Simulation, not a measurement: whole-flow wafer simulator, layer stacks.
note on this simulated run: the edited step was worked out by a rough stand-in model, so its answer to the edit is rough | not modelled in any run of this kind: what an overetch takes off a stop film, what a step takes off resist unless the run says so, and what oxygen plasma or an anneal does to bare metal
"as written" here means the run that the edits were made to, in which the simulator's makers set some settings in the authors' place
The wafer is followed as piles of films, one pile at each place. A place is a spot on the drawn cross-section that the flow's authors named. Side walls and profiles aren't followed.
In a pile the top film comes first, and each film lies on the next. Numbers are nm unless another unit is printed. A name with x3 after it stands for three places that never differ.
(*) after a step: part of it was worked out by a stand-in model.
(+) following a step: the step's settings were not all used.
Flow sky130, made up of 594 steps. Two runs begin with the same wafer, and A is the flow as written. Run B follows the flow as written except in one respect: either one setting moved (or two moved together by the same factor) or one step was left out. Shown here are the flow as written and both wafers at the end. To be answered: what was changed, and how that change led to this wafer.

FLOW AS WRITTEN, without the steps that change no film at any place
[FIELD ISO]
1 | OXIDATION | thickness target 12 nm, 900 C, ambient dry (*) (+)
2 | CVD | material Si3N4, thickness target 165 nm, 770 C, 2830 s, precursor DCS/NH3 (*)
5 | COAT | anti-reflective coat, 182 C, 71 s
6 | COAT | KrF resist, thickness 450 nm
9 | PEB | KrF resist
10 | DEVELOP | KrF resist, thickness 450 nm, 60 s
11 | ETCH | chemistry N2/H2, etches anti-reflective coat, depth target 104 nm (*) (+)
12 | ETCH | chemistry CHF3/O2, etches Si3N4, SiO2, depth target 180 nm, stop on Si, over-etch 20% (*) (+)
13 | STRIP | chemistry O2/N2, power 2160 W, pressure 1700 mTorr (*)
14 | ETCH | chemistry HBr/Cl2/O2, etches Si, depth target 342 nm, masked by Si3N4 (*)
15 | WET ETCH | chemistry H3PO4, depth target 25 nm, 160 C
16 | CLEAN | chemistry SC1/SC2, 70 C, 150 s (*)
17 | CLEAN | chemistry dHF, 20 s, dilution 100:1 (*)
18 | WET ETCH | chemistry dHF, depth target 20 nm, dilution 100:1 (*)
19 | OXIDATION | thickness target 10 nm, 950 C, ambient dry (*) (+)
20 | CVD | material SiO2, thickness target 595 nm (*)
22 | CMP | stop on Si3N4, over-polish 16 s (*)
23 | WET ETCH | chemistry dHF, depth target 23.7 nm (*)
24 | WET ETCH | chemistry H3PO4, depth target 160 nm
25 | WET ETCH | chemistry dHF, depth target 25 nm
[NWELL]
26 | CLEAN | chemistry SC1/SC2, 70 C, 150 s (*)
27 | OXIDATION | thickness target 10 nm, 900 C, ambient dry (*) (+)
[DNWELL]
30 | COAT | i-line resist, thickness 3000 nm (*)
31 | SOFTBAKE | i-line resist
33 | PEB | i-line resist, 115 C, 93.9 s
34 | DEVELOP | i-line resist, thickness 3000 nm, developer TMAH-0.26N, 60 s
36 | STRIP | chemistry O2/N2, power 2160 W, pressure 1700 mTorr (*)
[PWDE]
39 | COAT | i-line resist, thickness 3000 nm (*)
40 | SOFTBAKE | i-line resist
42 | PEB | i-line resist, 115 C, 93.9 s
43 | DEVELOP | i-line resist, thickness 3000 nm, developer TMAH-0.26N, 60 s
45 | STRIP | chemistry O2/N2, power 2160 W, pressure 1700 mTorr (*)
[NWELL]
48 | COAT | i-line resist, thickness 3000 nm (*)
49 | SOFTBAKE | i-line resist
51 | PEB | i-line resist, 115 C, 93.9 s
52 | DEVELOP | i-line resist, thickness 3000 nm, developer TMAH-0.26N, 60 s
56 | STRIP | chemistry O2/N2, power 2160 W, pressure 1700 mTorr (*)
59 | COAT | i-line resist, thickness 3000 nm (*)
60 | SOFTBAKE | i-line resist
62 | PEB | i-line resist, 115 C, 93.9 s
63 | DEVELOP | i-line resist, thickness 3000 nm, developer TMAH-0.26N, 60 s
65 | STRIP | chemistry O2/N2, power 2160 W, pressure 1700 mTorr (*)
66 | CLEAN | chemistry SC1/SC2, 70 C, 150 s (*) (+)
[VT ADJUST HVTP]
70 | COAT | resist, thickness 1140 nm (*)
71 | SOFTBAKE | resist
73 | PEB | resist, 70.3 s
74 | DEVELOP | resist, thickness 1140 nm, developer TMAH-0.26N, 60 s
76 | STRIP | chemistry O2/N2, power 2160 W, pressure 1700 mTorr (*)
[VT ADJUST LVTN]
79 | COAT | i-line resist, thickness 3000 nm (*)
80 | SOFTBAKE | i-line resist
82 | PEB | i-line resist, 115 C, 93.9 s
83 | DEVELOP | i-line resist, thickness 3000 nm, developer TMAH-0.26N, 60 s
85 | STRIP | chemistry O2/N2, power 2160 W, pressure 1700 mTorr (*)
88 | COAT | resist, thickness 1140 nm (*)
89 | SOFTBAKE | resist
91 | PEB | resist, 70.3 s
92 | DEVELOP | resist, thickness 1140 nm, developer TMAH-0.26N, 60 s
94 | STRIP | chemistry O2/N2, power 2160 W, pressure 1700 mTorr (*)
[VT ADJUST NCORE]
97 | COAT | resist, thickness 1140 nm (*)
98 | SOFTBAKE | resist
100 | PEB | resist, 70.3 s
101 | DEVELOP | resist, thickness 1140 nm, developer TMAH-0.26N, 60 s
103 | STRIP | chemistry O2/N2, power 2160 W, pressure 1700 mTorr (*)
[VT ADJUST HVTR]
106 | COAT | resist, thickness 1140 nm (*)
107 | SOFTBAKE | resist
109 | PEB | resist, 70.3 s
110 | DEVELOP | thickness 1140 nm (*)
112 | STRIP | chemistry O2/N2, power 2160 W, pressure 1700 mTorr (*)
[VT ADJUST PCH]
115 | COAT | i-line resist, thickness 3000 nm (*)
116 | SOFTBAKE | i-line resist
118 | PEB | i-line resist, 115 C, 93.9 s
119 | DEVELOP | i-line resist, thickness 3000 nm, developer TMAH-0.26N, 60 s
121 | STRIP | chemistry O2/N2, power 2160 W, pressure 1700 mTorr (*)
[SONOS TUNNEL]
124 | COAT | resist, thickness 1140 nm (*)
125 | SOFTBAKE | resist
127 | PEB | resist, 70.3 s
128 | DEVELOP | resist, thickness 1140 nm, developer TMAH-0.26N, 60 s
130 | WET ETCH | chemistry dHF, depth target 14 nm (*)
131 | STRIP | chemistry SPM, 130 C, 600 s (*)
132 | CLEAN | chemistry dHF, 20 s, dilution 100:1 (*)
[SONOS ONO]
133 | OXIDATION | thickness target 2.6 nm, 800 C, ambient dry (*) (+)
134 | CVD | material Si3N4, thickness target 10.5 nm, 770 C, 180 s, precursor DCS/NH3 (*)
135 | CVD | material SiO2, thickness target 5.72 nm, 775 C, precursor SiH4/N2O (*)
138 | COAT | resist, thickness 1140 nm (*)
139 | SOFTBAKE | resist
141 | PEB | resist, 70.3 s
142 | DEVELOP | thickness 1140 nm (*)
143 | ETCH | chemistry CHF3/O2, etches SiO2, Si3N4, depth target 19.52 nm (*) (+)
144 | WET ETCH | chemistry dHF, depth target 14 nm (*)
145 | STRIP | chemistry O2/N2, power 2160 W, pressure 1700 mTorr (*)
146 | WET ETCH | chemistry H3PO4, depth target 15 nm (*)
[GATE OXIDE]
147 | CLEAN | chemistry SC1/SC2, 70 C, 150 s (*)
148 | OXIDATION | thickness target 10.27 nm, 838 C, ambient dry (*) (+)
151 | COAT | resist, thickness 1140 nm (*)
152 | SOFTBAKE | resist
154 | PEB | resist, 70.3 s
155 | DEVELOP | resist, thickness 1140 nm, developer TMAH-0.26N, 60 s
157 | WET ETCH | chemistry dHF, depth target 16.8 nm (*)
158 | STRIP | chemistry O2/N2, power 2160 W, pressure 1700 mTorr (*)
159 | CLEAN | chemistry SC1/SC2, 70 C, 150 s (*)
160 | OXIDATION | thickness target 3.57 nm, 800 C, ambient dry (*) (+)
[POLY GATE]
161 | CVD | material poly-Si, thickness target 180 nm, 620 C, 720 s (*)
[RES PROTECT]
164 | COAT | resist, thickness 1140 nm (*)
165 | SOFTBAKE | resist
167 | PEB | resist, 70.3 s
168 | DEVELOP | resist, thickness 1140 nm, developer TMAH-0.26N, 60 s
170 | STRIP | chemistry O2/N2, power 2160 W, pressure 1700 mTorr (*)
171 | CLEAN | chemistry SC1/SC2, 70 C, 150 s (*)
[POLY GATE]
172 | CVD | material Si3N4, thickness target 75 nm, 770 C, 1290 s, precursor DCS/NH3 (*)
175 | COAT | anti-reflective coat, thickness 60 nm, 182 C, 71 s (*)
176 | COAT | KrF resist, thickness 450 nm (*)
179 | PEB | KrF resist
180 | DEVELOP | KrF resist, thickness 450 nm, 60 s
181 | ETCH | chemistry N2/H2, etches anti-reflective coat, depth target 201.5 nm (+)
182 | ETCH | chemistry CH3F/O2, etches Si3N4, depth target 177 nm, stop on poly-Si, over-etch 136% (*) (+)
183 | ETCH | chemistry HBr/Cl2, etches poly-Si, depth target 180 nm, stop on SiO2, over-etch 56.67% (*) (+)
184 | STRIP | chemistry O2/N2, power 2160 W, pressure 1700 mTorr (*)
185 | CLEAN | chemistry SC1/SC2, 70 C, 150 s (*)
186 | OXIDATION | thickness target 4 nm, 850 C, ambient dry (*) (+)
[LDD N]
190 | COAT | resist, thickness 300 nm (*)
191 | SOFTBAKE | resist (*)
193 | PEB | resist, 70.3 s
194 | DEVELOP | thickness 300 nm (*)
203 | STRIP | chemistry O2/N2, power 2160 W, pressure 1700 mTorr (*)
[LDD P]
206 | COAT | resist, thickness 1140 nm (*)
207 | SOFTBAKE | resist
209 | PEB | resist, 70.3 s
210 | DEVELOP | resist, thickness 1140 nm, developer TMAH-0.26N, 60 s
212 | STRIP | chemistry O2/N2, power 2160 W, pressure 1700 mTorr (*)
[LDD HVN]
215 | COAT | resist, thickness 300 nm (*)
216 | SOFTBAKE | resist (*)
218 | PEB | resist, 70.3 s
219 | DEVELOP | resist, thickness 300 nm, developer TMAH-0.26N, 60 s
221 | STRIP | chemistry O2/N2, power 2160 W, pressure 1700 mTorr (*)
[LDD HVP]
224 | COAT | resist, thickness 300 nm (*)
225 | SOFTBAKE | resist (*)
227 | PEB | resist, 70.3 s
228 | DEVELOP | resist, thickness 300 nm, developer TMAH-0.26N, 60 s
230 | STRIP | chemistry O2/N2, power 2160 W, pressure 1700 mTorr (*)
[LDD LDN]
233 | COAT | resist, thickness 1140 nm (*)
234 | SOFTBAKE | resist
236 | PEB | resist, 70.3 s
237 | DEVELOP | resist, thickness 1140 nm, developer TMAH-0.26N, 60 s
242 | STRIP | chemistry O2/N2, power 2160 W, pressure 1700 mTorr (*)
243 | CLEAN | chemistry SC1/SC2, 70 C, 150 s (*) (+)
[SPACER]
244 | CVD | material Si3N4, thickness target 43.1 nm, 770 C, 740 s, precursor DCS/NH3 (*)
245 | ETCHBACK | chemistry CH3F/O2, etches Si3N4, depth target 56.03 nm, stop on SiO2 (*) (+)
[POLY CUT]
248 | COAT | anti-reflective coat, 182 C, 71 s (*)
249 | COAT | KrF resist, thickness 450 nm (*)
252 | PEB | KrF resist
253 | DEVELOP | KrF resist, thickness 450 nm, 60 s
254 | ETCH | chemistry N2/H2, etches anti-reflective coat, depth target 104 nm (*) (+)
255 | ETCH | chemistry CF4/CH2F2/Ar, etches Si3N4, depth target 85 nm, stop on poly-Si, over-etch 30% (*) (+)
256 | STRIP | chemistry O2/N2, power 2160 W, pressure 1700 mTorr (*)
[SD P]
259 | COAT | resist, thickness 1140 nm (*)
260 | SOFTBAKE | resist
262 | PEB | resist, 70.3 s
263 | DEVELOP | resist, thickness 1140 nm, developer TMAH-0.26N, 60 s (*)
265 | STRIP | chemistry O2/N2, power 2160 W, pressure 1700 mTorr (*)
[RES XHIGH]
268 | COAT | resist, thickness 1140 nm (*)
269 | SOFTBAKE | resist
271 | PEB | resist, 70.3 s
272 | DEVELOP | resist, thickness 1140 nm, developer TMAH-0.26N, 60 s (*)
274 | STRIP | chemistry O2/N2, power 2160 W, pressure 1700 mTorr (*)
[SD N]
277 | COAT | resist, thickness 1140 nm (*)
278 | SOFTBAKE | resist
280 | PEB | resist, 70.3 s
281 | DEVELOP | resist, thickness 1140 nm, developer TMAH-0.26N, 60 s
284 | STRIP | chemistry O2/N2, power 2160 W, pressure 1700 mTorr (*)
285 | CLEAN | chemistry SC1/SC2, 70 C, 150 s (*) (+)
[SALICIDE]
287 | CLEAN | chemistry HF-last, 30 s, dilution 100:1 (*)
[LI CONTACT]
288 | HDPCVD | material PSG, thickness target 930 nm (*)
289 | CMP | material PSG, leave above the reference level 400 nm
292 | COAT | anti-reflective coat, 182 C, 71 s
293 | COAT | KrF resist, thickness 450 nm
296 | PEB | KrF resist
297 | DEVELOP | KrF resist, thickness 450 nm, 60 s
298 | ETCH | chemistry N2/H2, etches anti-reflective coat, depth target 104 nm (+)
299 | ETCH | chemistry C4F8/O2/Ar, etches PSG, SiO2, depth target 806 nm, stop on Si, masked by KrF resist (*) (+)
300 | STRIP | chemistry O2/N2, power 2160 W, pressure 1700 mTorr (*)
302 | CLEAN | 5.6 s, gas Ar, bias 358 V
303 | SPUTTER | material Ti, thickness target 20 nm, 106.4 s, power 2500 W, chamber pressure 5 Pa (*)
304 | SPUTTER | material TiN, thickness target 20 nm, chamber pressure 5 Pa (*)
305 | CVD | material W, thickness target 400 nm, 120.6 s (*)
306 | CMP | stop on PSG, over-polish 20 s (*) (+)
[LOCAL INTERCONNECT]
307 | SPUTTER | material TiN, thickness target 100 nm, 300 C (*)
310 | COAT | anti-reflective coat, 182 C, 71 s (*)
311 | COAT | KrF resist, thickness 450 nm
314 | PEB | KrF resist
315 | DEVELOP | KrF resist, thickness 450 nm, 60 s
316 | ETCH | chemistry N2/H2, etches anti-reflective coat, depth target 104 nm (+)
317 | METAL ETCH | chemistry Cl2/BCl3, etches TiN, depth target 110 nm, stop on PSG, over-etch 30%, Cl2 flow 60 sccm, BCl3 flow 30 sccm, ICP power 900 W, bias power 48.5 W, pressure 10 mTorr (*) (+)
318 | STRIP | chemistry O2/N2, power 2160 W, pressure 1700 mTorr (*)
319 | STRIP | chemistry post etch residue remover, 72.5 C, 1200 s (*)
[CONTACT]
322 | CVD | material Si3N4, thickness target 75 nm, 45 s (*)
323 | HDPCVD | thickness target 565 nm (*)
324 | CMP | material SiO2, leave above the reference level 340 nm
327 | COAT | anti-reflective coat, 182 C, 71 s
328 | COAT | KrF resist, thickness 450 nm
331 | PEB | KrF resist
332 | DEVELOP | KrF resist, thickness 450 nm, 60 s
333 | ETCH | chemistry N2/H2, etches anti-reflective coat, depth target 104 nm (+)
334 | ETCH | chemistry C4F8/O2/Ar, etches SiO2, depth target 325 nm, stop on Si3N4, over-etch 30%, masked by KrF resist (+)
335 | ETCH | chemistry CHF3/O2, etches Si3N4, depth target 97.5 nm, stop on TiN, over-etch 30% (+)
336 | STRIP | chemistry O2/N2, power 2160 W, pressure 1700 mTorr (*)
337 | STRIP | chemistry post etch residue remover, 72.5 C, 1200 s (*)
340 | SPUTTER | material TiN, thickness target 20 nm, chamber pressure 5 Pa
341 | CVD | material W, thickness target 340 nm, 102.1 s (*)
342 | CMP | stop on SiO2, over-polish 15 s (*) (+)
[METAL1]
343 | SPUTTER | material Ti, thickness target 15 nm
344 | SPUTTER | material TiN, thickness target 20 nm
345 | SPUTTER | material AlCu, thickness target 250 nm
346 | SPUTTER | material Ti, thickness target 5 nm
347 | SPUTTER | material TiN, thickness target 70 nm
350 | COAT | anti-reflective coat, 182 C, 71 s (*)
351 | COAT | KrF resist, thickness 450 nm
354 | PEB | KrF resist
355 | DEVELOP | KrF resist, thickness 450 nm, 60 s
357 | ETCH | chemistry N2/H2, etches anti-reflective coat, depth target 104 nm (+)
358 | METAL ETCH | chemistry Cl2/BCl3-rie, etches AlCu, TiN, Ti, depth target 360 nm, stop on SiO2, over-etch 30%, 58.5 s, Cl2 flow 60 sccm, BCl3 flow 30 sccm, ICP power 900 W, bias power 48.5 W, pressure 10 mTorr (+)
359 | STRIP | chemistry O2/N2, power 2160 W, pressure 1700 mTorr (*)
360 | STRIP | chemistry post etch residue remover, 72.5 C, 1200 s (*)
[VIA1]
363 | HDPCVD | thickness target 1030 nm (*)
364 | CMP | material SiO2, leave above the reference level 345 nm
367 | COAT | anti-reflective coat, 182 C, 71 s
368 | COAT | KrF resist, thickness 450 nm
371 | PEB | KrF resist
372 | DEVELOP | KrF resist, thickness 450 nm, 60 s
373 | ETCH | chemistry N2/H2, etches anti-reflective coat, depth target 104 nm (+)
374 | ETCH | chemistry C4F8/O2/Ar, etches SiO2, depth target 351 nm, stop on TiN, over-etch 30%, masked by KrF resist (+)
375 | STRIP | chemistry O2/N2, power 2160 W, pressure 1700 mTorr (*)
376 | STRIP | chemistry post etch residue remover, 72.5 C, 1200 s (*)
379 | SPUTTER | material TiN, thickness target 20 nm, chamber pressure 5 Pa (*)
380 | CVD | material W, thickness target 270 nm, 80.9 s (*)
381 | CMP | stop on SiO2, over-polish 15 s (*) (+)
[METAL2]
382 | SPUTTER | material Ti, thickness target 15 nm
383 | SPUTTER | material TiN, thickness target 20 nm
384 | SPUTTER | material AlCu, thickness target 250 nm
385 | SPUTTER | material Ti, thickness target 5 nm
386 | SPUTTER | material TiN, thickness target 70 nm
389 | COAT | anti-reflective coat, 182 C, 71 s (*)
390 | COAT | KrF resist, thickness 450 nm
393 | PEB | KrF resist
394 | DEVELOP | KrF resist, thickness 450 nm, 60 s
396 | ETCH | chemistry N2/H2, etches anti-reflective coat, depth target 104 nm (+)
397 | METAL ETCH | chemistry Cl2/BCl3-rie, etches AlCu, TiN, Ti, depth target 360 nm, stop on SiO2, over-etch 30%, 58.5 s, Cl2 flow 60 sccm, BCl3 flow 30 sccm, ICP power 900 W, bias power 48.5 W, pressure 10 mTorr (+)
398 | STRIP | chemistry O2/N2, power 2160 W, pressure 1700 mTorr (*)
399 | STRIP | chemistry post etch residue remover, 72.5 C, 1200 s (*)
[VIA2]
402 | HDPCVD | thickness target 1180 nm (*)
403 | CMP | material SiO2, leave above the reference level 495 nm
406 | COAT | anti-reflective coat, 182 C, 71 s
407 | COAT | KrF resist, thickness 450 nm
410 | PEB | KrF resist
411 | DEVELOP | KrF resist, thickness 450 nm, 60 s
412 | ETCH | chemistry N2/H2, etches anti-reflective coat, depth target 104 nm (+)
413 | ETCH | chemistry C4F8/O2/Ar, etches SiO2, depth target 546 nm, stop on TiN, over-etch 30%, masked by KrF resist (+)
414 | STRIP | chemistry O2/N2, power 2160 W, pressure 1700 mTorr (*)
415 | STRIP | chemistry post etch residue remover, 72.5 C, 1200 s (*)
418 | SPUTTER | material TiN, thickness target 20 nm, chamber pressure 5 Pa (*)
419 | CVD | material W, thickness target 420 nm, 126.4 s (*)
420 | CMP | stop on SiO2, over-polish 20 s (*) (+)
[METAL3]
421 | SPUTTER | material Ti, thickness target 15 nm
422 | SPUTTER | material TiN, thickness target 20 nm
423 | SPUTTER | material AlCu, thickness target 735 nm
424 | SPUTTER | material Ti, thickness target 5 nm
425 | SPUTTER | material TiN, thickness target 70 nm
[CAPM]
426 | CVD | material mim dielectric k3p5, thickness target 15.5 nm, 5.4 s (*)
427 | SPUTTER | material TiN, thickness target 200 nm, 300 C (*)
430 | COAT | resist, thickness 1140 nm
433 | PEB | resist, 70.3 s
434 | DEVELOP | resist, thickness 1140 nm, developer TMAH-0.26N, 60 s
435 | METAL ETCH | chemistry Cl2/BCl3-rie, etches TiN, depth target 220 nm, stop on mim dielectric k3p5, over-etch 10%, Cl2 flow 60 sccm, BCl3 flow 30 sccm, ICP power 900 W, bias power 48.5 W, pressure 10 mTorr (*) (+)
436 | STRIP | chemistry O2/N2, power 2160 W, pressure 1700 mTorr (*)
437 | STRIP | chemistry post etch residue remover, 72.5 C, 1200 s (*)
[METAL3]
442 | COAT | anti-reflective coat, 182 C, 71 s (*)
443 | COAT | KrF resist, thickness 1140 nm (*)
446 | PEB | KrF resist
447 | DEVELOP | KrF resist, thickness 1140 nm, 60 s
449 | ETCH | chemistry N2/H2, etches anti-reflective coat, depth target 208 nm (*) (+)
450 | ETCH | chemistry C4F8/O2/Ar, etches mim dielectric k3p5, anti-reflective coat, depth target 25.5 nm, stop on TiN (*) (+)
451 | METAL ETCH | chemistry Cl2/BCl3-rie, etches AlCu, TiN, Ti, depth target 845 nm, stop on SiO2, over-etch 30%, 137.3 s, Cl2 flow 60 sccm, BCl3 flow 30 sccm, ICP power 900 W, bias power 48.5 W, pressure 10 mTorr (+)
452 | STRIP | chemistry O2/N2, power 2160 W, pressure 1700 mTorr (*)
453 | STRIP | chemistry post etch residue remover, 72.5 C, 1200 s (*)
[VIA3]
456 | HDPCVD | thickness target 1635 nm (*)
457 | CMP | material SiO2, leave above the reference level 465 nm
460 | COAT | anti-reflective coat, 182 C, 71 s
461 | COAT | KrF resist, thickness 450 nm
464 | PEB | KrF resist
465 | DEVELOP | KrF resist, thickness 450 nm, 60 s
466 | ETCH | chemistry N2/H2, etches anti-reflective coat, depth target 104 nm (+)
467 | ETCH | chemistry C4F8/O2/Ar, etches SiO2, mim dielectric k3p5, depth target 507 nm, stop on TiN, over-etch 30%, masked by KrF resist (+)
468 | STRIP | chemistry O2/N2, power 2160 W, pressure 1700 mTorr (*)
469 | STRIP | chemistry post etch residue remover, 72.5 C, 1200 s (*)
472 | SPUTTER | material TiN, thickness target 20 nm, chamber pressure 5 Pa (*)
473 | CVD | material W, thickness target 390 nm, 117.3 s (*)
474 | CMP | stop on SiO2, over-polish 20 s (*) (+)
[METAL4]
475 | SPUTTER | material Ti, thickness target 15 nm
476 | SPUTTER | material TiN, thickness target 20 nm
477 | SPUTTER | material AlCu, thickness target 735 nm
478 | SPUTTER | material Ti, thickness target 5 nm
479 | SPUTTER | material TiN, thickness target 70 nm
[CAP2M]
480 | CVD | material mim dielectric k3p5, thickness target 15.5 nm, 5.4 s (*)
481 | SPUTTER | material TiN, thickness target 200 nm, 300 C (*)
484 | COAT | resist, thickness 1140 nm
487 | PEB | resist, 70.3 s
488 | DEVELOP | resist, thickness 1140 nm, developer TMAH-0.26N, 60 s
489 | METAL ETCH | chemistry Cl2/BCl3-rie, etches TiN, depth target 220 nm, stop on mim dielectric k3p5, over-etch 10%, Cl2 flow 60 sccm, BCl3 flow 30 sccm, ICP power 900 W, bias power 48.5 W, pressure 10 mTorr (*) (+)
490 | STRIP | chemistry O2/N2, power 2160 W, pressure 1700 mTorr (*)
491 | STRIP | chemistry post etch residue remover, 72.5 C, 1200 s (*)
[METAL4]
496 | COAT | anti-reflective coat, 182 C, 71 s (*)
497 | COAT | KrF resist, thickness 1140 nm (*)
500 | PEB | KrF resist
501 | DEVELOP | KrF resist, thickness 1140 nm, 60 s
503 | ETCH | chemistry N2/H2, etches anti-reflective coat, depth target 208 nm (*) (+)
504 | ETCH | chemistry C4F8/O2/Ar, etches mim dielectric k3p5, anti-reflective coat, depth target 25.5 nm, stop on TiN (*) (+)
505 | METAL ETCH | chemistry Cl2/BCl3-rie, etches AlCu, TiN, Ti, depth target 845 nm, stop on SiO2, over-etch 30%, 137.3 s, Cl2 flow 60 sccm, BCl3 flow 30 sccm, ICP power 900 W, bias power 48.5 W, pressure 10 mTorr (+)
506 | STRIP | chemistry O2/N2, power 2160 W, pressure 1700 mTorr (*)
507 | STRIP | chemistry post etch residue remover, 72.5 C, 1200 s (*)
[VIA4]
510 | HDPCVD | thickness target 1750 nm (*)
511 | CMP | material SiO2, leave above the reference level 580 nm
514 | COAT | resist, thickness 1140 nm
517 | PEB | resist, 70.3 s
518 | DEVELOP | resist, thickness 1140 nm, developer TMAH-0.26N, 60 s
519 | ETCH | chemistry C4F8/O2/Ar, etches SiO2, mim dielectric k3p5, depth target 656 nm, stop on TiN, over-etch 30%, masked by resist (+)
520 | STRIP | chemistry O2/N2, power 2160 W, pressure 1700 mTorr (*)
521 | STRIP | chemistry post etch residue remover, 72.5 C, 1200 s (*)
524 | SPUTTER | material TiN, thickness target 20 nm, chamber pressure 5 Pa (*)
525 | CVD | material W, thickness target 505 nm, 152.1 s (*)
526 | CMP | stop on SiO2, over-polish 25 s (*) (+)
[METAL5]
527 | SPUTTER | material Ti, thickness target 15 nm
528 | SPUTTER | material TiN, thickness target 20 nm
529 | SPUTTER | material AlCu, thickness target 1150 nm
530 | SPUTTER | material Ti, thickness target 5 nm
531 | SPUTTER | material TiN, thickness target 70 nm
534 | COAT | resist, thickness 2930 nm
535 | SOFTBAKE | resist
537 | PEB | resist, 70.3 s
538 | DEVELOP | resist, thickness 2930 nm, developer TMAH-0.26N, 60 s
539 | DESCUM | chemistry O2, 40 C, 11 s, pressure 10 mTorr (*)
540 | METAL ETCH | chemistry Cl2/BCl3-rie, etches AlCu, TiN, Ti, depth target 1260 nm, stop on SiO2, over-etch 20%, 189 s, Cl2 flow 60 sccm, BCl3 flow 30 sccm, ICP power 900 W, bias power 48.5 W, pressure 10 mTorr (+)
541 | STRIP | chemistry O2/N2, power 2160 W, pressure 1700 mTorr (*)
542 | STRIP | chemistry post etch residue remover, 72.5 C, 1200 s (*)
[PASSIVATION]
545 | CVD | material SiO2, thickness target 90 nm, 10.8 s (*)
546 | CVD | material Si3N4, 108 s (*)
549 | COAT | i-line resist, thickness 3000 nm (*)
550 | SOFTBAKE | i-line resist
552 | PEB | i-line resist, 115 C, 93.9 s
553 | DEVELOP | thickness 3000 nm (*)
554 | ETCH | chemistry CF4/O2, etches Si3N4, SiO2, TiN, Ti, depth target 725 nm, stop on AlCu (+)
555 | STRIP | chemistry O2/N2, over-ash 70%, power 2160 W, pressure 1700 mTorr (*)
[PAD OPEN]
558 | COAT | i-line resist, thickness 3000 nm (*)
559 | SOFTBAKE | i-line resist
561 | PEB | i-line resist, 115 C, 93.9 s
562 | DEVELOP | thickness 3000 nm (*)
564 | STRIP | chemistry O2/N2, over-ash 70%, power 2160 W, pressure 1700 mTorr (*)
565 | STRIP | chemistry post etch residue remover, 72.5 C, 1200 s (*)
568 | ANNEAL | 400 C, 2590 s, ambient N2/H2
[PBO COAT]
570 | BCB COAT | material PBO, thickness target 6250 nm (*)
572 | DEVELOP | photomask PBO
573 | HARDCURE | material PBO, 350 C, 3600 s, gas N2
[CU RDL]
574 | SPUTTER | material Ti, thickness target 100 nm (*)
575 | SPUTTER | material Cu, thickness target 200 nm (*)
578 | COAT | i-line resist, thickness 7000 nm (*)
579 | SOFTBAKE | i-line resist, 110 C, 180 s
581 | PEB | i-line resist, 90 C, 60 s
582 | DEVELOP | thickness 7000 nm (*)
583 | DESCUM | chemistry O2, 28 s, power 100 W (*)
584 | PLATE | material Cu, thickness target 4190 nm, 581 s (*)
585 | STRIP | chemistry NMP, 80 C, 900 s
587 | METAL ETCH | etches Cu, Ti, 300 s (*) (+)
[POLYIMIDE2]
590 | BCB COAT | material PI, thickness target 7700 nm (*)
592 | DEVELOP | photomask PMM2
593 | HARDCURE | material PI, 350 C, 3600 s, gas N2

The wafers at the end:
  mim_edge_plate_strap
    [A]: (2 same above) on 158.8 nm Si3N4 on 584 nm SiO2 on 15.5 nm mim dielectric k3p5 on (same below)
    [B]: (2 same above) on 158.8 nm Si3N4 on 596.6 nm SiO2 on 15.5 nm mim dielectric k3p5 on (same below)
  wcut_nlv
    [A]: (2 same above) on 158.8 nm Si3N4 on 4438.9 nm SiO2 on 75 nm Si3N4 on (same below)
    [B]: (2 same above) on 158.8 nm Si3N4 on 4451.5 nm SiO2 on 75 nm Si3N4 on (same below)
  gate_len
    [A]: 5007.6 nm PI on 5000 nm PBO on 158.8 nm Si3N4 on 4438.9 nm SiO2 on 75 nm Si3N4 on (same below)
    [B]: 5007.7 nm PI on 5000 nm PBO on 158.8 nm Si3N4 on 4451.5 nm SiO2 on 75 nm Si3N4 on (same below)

Cause: step 545, CVD: thickness target 99 nm was run, whereas the flow has thickness target 90 nm; step 545, CVD: 11.9 s was run, where the flow has 10.8 s.

Step by step, how the change led to this:
  545 | CVD | material SiO2, thickness target 90 nm, 10.8 s (*)
      field, active, gate and 175 more: A +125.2 SiO2 | B +137.8 SiO2
      n_well, p_well, sd_n and 12 more: A +125.2 SiO2 (new film) | B +137.8 SiO2 (new film)
  550 | SOFTBAKE | i-line resist
      pwell_dnw: A -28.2 i-line resist | B -28.8 i-line resist
  554 | ETCH | chemistry CF4/O2, etches Si3N4, SiO2, TiN, Ti, depth target 725 nm, stop on AlCu (+)
      field, active, n_well and 189 more: A -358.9 i-line resist | B -371.5 i-line resist
      pad: A -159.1 Si3N4 (all of it), -125.2 SiO2 (all of it), -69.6 TiN (all of it), -5 Ti (all of it) | B -159.1 Si3N4 (all of it), -137.8 SiO2 (all of it), -69.6 TiN (all of it), -5 Ti (all of it)
  559 | SOFTBAKE | i-line resist
      pwell_dnw: A -28.2 i-line resist | B -28.8 i-line resist
  578 | COAT | i-line resist, thickness 7000 nm (*)
      pad: A +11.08 um i-line resist (new film) | B +11.1 um i-line resist (new film)
  582 | DEVELOP | thickness 7000 nm (*)
      pad: A -11.08 um i-line resist (all of it) | B -11.09 um i-line resist (all of it)
